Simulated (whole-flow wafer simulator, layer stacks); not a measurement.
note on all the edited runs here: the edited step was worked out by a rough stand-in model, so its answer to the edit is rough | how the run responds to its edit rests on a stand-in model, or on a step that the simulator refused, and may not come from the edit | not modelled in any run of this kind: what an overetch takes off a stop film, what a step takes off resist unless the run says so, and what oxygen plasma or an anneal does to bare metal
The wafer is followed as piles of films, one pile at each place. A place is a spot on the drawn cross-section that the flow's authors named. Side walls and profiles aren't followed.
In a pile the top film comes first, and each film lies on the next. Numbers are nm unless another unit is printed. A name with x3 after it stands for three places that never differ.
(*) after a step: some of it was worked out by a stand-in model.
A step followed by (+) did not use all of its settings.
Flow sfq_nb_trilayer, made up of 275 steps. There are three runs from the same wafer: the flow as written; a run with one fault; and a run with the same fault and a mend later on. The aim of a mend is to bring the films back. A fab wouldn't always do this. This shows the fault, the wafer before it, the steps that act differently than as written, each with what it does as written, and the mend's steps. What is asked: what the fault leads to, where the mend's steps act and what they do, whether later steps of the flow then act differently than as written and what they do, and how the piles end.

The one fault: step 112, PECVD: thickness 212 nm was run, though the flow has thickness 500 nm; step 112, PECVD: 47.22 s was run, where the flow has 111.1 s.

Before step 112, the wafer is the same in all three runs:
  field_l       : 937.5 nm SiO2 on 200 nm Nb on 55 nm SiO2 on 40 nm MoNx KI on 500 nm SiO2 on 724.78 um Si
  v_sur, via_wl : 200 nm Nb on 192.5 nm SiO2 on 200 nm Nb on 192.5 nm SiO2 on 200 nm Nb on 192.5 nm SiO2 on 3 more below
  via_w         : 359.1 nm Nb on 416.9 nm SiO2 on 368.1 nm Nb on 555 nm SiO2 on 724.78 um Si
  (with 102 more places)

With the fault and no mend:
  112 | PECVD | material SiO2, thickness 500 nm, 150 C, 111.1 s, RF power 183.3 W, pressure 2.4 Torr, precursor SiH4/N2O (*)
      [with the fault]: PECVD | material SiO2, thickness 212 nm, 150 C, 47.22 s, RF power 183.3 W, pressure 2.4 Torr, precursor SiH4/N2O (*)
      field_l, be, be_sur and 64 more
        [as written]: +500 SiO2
        [with the fault]: +212 SiO2
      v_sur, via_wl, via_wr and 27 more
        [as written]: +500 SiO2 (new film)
        [with the fault]: +212 SiO2 (new film)
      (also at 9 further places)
  Steps later in the flow that act otherwise than as written (21 more steps, not shown, differ only slightly: by at most 2% or 0.5 nm, whichever is larger):
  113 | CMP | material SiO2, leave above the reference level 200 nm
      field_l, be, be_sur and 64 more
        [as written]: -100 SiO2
        [with the fault]: nothing
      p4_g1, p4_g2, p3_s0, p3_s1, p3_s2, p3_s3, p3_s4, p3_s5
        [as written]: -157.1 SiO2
        [with the fault]: nothing
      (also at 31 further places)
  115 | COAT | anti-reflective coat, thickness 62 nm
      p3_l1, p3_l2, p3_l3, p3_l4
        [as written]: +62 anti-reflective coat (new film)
        [with the fault]: +42.7 anti-reflective coat (new film)
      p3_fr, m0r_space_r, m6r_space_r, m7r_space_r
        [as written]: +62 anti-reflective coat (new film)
        [with the fault]: +81.5 anti-reflective coat (new film)
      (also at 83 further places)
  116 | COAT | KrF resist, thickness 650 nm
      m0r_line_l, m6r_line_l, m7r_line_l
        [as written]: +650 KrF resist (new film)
        [with the fault]: +685.4 KrF resist (new film)
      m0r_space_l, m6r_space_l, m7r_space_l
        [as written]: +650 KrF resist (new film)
        [with the fault]: +675.6 KrF resist (new film)
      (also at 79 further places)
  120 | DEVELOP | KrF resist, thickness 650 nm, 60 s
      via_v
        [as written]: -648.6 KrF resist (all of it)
        [with the fault]: -580.9 KrF resist (all of it)
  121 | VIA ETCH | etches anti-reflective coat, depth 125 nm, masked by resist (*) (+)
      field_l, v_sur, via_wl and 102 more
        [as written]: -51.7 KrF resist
        [with the fault]: -39.1 KrF resist
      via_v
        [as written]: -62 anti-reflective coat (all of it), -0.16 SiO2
        [with the fault]: -46.9 anti-reflective coat (all of it), -0.12 SiO2
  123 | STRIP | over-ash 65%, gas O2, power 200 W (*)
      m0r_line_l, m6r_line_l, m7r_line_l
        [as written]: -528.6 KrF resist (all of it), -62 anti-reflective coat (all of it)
        [with the fault]: -576.5 KrF resist (all of it), -61.8 anti-reflective coat (all of it)
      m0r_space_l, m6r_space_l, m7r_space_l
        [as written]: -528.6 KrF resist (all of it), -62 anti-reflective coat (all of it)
        [with the fault]: -566.7 KrF resist (all of it), -81 anti-reflective coat (all of it)
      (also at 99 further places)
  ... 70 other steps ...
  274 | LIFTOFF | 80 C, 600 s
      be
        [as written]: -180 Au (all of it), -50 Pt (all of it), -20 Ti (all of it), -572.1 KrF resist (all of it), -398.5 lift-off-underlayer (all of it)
        [with the fault]: -180 Au (all of it), -50 Pt (all of it), -20 Ti (all of it), -612.7 KrF resist (all of it), -709.2 lift-off-underlayer (all of it)
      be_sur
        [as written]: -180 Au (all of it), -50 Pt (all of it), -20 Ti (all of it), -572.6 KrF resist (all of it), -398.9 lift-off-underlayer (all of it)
        [with the fault]: -180 Au (all of it), -50 Pt (all of it), -20 Ti (all of it), -586.9 KrF resist (all of it), -367.1 lift-off-underlayer (all of it)
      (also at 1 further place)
  The piles end different from the flow's at via_w, be, be_sur and 46 more by more than 2% or 0.5 nm, whichever is larger.
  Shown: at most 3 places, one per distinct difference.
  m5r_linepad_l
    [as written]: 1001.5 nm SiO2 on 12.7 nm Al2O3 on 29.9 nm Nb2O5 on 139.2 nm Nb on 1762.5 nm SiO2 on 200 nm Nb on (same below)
    [with the fault]: 1081 nm SiO2 on 12.7 nm Al2O3 on 29.9 nm Nb2O5 on 139.2 nm Nb on 492.5 nm SiO2 on 8.47 nm Nb on 1182 nm SiO2 on 200 nm Nb on (same below)
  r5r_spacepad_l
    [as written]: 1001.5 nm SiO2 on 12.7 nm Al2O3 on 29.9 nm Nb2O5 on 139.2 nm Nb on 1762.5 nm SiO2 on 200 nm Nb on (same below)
    [with the fault]: 1080.9 nm SiO2 on 12.7 nm Al2O3 on 29.9 nm Nb2O5 on 139.2 nm Nb on 492.5 nm SiO2 on 8.61 nm Nb on 1182 nm SiO2 on 200 nm Nb on (same below)
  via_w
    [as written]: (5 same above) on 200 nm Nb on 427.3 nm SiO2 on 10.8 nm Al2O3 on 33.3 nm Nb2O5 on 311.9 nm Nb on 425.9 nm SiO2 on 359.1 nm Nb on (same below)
    [with the fault]: (5 same above) on 200 nm Nb on 495.5 nm SiO2 on 10.1 nm Al2O3 on 34.6 nm Nb2O5 on 110.8 nm Nb on 227.5 nm SiO2 on 154.7 nm Nb on 176.1 nm SiO2 on 359.1 nm Nb on (same below)

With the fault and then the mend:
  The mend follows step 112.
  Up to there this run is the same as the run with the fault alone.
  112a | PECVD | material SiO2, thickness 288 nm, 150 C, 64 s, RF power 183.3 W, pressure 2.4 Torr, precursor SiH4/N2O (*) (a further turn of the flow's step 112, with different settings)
      field_l, v_sur, via_wl and 102 more
        +288 SiO2
      via_w
        +406.9 SiO2
  Steps later in the flow that act otherwise than as written:
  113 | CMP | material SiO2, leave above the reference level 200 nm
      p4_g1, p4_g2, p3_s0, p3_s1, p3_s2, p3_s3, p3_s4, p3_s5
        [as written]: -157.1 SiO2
        [with the mend]: -100 SiO2
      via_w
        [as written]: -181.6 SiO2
        [with the mend]: -157.1 SiO2
  At every place that both follow, the piles at the end match the flow's.
